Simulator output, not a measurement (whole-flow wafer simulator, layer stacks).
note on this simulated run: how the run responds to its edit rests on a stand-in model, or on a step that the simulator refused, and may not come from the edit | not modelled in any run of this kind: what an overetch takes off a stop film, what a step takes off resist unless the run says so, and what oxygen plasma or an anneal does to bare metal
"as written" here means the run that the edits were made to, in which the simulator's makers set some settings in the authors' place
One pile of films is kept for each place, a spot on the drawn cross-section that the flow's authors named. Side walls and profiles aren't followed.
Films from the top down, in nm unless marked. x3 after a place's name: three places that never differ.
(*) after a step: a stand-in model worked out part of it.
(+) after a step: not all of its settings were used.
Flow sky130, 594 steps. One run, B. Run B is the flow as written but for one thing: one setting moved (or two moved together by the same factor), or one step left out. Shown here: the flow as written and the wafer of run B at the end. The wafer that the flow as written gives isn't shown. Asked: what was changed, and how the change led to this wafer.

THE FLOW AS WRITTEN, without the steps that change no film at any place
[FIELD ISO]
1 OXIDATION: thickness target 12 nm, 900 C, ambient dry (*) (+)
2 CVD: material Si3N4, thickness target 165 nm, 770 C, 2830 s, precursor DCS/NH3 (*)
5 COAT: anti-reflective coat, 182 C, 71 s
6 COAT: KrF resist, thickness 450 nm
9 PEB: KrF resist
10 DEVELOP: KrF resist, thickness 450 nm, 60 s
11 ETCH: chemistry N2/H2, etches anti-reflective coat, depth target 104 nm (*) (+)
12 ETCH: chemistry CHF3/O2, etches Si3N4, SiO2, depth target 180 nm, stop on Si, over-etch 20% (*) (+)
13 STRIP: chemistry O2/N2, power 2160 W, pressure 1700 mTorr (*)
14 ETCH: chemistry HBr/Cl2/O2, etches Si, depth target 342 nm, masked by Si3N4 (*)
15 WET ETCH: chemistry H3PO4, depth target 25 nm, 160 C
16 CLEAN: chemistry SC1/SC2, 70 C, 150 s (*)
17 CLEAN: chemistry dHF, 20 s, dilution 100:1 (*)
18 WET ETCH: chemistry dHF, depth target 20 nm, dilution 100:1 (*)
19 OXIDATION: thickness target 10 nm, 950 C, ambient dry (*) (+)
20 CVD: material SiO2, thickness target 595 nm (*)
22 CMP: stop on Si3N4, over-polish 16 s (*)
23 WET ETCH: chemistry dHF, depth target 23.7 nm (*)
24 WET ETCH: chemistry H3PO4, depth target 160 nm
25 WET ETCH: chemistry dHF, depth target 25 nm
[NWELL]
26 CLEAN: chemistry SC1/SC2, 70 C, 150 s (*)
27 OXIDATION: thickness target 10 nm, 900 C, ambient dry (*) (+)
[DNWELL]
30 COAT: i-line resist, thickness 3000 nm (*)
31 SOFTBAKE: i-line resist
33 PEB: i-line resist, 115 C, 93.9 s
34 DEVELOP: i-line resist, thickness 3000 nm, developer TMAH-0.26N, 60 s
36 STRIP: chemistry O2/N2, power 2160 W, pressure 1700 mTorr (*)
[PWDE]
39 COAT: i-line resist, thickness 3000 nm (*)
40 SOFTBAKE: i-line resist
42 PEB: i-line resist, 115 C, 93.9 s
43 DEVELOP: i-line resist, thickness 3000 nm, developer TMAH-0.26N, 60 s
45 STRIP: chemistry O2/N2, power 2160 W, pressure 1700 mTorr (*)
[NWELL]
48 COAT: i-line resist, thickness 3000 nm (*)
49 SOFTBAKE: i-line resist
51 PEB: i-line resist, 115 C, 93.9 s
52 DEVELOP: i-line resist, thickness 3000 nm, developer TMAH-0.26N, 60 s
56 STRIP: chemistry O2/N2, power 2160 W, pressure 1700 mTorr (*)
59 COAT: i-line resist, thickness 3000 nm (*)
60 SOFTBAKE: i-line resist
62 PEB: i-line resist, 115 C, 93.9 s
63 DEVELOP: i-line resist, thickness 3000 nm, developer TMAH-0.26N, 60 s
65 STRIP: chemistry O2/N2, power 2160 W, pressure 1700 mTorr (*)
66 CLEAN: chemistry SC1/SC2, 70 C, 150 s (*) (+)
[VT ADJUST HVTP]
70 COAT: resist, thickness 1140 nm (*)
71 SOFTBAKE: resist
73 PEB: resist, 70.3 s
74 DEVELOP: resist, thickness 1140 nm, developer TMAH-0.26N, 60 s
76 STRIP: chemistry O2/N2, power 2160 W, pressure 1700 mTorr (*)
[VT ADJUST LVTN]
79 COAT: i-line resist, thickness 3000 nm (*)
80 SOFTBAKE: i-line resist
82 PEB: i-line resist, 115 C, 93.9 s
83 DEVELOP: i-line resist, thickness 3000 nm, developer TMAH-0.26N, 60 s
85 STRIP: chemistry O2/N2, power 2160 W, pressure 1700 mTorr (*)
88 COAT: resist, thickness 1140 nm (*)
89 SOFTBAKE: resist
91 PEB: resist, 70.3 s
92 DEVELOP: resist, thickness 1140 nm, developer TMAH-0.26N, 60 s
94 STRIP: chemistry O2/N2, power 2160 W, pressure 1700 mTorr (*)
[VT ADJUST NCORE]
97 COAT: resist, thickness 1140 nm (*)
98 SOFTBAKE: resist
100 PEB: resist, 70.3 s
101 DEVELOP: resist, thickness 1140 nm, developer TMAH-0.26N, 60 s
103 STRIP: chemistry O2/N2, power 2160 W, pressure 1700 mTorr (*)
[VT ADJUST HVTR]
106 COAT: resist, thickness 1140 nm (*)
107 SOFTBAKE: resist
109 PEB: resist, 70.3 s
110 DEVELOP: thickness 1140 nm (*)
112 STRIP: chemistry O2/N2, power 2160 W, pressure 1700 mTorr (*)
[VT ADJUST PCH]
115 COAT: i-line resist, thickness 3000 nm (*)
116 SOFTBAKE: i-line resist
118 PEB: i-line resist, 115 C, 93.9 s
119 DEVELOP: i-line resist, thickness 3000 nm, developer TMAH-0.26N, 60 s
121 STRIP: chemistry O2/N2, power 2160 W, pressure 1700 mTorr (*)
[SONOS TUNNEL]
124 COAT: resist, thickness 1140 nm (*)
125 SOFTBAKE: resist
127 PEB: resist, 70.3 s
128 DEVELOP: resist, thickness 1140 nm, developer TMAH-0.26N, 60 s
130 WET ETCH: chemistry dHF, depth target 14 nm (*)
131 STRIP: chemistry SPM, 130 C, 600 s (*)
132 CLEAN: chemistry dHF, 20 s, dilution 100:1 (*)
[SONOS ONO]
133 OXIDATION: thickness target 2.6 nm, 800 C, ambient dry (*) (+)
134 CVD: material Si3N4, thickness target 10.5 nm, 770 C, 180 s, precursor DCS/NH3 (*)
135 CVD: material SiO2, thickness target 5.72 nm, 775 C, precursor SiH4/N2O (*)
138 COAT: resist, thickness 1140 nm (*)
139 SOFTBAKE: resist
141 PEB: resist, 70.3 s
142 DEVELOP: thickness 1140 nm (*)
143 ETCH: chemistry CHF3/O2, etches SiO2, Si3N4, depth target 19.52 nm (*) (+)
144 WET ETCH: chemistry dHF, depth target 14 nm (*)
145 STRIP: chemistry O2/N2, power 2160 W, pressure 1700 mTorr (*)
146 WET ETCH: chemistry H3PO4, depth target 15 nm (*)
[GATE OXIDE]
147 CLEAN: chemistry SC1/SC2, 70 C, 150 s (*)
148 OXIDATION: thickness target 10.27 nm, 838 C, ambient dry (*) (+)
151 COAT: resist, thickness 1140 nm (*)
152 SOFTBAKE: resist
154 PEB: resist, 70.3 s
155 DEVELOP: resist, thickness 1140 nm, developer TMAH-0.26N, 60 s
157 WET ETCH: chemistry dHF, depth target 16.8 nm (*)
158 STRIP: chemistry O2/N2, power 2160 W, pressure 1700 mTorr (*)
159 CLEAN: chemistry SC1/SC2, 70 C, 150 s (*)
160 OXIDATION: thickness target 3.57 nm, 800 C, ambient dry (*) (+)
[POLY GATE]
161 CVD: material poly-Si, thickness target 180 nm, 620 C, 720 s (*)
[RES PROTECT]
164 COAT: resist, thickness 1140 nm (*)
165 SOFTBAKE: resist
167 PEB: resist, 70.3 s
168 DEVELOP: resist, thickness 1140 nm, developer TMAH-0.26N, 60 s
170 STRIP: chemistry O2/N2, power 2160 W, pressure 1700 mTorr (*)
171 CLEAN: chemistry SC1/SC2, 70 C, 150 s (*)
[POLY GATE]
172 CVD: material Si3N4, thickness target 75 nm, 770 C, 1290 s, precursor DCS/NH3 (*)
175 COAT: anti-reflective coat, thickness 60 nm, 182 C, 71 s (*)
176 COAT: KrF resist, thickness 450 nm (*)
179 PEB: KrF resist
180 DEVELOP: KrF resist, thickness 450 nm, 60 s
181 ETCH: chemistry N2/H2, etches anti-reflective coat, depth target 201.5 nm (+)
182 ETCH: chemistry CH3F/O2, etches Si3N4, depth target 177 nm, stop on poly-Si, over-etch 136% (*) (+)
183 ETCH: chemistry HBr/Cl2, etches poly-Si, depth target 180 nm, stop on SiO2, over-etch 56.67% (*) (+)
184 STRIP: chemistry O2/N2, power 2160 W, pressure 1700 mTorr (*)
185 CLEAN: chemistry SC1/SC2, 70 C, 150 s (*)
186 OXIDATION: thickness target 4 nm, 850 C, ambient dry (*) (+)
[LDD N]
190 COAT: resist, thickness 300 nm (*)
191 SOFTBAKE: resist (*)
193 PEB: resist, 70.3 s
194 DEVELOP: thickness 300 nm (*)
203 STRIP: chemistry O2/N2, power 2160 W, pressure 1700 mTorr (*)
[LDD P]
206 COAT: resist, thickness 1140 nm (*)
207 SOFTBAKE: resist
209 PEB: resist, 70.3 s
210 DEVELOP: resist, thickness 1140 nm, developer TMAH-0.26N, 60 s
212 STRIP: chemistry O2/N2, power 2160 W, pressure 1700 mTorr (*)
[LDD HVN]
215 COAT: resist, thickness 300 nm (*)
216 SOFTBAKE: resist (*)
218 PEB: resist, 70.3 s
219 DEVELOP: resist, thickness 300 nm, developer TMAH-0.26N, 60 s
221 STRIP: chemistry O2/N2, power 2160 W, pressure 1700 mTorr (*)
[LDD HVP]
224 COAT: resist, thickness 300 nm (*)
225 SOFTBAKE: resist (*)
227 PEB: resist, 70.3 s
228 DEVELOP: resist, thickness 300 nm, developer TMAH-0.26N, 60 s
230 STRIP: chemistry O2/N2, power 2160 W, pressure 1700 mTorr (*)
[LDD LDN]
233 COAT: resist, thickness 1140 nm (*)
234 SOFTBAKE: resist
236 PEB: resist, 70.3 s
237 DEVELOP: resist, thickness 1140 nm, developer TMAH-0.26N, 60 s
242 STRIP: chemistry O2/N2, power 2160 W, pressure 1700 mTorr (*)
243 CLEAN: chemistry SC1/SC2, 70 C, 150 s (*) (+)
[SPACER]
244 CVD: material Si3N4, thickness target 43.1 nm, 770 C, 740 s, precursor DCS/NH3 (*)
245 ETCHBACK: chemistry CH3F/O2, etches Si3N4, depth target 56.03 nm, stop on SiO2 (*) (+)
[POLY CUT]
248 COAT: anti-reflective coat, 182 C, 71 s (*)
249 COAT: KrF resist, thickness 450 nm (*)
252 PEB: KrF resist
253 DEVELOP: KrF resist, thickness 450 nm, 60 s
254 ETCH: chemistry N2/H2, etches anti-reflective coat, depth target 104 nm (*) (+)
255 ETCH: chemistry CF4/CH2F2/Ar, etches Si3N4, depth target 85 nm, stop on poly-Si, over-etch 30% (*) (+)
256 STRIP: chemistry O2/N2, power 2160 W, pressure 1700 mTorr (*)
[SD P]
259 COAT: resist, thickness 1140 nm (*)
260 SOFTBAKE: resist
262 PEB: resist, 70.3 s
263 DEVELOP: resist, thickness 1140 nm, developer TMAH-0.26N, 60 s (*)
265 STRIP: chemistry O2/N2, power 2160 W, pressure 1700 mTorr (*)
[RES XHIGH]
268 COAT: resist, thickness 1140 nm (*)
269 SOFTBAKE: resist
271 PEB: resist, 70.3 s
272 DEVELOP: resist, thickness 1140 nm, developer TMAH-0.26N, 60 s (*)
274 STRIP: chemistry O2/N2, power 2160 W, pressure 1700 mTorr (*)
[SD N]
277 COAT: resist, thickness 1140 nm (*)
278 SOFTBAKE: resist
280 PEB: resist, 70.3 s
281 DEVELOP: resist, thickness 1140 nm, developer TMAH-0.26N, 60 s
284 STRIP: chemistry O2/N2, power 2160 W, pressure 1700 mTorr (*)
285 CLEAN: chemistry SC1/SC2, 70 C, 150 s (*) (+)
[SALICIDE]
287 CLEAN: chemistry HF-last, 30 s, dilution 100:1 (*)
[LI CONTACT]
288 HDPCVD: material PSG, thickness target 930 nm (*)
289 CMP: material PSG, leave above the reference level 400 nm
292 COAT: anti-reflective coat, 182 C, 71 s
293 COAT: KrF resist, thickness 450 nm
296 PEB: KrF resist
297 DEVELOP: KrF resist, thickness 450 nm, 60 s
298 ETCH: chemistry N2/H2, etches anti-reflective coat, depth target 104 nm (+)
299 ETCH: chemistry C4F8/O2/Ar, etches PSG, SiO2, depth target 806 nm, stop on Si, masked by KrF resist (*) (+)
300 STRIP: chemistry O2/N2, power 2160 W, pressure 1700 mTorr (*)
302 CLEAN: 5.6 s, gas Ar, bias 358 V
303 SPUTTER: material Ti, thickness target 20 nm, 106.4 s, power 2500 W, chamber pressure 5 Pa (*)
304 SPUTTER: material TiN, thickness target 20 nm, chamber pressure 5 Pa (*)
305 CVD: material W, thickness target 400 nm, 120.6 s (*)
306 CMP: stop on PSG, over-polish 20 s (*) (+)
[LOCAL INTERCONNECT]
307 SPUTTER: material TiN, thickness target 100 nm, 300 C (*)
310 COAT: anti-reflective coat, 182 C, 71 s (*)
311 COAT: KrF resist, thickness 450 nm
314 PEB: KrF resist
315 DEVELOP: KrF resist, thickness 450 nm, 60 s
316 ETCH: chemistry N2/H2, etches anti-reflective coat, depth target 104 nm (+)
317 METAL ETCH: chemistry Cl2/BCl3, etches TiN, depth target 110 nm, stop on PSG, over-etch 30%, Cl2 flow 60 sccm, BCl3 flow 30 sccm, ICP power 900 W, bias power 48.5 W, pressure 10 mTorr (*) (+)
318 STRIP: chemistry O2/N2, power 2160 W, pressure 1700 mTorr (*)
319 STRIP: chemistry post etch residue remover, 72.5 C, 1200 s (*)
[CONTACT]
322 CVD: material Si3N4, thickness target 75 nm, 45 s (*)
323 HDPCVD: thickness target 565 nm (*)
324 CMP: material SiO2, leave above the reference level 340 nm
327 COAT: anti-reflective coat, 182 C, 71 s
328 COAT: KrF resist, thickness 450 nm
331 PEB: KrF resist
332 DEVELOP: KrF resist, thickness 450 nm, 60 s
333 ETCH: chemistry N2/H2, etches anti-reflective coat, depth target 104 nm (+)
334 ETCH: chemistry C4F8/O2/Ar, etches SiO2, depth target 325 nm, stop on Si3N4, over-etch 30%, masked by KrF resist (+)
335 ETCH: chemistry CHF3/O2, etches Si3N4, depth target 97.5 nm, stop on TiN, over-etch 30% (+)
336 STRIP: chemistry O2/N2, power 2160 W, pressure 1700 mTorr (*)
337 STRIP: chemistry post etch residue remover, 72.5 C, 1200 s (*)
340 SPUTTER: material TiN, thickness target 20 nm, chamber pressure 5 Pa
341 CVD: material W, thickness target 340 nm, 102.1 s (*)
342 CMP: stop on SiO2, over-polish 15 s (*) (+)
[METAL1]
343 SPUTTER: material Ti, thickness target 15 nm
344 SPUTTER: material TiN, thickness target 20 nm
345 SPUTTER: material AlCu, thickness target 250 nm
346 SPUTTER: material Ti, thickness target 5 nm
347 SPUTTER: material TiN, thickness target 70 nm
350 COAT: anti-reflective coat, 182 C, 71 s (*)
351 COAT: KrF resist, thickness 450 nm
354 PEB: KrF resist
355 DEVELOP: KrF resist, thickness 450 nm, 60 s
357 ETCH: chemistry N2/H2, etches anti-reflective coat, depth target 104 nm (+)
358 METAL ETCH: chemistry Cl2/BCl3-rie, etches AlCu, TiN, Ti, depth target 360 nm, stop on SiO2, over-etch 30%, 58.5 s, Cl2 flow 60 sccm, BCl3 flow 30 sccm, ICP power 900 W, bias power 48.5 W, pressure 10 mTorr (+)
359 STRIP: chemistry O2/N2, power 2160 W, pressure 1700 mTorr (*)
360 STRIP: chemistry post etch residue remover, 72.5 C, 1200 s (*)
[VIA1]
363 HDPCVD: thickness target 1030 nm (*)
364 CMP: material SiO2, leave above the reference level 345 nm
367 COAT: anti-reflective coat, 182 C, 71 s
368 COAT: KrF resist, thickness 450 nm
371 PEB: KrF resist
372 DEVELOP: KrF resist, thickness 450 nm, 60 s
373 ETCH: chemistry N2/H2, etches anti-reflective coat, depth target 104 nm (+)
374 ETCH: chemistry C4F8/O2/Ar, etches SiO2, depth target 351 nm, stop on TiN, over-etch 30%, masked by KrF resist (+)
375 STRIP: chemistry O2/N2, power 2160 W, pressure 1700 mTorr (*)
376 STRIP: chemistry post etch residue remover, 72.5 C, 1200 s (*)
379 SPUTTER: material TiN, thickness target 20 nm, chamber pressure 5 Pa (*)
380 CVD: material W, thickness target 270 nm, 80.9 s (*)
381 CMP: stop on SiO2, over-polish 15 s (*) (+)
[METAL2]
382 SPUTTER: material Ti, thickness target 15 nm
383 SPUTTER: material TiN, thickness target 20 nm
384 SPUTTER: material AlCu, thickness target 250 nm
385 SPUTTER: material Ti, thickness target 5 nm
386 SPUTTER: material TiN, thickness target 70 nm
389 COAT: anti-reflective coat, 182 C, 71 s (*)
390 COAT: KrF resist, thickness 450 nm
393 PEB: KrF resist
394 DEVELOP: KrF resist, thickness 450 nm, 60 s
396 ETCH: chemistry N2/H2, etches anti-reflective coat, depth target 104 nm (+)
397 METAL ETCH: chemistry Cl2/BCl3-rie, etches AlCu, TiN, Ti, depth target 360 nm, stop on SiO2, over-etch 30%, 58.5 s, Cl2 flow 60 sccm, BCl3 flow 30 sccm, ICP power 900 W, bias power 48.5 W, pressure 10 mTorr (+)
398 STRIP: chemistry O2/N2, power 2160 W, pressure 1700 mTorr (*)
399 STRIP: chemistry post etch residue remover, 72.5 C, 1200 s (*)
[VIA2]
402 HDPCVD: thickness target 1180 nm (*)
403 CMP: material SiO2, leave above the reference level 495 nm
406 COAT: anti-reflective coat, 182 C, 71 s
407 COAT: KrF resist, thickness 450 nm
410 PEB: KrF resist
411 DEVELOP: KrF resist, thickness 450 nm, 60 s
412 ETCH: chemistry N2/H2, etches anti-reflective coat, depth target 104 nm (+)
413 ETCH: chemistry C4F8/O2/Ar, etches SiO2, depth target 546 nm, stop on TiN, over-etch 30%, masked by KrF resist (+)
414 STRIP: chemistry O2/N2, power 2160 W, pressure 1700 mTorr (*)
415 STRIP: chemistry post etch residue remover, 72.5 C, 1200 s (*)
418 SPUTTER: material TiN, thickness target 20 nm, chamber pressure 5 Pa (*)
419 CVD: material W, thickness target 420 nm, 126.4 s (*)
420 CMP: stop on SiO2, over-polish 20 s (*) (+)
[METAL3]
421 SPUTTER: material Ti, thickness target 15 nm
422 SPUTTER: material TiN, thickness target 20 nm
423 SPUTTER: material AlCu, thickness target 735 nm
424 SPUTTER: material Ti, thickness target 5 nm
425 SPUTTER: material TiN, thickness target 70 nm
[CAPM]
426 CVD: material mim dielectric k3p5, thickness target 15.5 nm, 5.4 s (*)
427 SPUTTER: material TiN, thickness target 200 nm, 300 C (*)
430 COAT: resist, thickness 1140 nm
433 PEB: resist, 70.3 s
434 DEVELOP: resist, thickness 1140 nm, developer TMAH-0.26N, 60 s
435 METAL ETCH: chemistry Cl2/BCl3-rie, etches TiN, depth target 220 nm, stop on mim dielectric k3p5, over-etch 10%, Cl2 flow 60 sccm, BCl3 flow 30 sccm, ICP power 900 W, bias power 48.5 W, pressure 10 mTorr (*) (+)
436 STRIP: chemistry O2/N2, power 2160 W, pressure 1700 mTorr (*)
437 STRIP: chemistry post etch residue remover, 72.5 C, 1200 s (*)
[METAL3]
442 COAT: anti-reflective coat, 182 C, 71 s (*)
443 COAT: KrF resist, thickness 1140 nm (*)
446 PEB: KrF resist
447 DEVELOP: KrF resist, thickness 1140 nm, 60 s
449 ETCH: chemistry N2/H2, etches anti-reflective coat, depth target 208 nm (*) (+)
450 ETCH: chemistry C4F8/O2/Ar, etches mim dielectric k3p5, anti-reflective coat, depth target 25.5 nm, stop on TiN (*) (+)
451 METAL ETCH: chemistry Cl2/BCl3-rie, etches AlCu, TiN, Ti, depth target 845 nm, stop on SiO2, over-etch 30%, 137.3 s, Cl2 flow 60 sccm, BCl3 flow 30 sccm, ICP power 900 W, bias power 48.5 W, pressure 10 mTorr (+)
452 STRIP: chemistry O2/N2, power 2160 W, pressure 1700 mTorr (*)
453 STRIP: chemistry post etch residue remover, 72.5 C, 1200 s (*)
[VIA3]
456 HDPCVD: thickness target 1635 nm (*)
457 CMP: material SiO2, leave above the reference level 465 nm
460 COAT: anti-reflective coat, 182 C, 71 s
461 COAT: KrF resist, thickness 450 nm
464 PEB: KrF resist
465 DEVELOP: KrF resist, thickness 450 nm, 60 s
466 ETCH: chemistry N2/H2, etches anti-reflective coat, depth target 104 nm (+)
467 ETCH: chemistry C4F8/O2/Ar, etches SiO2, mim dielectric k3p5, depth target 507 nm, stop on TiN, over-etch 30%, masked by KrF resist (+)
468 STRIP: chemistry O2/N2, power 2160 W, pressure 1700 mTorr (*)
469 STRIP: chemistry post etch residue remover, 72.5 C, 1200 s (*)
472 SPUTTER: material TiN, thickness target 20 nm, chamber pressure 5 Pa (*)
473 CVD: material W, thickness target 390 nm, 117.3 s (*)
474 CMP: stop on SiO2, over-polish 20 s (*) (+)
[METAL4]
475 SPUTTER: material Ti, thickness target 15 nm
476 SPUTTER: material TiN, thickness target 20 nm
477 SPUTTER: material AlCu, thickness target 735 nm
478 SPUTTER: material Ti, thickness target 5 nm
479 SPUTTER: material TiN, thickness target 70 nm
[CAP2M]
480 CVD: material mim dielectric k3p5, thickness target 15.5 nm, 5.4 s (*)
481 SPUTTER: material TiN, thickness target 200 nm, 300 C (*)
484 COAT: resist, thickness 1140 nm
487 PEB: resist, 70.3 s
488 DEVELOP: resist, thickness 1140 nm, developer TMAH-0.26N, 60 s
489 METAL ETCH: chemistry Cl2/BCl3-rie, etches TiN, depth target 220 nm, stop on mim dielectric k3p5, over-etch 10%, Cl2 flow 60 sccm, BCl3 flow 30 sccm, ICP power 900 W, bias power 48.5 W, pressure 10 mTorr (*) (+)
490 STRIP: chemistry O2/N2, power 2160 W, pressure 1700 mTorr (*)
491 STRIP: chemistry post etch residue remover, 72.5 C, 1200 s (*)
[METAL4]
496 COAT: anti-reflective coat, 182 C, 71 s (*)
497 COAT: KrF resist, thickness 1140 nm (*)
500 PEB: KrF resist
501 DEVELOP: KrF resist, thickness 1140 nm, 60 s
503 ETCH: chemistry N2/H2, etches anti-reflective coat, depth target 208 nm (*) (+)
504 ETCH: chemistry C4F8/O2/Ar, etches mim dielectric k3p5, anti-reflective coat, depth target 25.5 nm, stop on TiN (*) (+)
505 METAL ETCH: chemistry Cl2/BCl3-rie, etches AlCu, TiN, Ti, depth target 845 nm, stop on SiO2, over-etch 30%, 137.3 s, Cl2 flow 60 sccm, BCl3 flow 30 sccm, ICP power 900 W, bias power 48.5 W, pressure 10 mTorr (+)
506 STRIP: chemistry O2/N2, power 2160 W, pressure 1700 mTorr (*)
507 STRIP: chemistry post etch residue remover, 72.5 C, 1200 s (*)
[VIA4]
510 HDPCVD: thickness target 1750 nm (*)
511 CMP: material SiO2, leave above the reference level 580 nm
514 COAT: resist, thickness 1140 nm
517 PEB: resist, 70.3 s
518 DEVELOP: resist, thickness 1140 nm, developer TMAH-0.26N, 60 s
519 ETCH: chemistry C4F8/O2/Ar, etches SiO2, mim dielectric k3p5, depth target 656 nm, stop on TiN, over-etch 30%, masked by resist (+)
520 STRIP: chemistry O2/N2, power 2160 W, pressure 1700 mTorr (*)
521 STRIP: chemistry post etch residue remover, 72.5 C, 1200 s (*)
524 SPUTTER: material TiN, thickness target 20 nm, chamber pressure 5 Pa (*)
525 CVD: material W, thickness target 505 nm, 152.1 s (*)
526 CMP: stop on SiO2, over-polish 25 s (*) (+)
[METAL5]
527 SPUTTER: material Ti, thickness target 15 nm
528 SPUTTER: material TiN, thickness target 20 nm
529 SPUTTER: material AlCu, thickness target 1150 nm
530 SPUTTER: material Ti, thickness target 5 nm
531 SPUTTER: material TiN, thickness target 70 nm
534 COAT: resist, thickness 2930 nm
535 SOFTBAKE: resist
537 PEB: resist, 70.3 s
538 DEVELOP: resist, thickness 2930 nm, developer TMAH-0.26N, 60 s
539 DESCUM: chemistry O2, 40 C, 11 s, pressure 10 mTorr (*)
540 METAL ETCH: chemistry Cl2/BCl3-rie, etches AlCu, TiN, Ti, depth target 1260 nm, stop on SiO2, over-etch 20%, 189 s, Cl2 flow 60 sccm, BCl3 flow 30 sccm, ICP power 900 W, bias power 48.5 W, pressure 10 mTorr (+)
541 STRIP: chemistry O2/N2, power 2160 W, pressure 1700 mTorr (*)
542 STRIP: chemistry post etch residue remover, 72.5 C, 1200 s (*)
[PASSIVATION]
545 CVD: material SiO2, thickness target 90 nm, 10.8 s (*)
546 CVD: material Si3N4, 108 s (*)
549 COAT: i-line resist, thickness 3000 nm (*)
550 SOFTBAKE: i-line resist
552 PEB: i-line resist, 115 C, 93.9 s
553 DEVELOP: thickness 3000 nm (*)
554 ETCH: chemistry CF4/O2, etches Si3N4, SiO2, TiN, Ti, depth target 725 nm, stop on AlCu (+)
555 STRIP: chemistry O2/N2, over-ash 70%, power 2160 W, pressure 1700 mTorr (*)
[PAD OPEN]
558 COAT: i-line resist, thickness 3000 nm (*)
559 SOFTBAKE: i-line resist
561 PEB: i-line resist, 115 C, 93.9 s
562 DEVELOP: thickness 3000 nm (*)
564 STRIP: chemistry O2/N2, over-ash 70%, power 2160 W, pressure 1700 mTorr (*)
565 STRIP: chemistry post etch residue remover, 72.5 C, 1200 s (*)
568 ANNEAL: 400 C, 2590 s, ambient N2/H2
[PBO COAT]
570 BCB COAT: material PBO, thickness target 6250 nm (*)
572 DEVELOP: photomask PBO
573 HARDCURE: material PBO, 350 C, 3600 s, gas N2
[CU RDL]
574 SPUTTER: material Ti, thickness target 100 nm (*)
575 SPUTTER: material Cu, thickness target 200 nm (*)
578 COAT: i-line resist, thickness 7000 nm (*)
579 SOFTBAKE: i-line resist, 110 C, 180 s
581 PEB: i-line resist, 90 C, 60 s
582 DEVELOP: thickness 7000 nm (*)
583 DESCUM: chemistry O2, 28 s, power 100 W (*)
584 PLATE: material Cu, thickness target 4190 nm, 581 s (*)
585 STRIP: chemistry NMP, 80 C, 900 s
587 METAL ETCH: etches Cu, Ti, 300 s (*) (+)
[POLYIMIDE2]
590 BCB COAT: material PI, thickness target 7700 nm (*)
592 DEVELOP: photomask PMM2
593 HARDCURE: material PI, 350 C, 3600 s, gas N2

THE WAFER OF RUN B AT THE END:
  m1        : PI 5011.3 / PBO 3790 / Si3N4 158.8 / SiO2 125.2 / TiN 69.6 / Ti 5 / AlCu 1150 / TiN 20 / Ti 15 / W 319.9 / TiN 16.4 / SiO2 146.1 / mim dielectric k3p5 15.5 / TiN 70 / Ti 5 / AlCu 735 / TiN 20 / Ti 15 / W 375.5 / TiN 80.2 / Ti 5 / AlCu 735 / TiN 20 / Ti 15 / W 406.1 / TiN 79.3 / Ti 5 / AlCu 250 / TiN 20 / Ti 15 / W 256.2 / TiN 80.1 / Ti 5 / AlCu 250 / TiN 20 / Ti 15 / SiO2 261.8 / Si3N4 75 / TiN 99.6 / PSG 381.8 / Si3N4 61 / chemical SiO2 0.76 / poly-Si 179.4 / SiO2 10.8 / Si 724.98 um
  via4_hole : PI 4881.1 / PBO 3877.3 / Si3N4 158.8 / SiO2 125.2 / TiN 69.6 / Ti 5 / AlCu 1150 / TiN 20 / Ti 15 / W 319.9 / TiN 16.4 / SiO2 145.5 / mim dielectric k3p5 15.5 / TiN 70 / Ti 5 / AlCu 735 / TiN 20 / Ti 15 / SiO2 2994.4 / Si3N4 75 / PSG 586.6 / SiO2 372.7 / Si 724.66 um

The cause: step 519, ETCH: depth target 344 nm was run, where the flow has depth target 656 nm.

How the change led to this, step by step:
  519 ETCH: chemistry C4F8/O2/Ar, etches SiO2, mim dielectric k3p5, depth target 656 nm, stop on TiN, over-etch 30%, masked by resist (+)
      m1: SiO2 -344 (as written it would be: SiO2 -490.1 (all of it), mim dielectric k3p5 -15.5 (all of it))
      via4_hole: SiO2 -344 (as written it would be: SiO2 -489.5 (all of it), mim dielectric k3p5 -15.5 (all of it))
      (and at 191 more places)
  520 STRIP: chemistry O2/N2, power 2160 W, pressure 1700 mTorr (*)
      field, active, n_well and 188 more: resist -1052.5 (all of it) (as written it would be: resist -990.1 (all of it))
  524 SPUTTER: material TiN, thickness target 20 nm, chamber pressure 5 Pa (*)
      m1, via4_hole: TiN +16.4 (new film) (as written it would be: TiN +15.3)
  525 CVD: material W, thickness target 505 nm, 152.1 s (*)
      m1: W +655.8 (new film) (as written it would be: W +1015.8 (new film))
      via4_hole: W +657.5 (new film) (as written it would be: W +1015.2 (new film))
  526 CMP: stop on SiO2, over-polish 25 s (*) (+)
      m1: W -335.9 (as written it would be: W -532.7)
      via4_hole: W -337.6 (as written it would be: W -532.7)
Counting metal films that touch as one body, m1 has 3 bodies (between them, from the top down: SiO2 146.1 / mim dielectric k3p5 15.5; SiO2 261.8 / Si3N4 75); the flow as written gives 2 bodies (between them, from the top down: SiO2 261.8 / Si3N4 75).
Counting metal films that touch as one body, via4_hole has 2 bodies (between them, from the top down: SiO2 145.5 / mim dielectric k3p5 15.5); the flow as written gives 1 body.
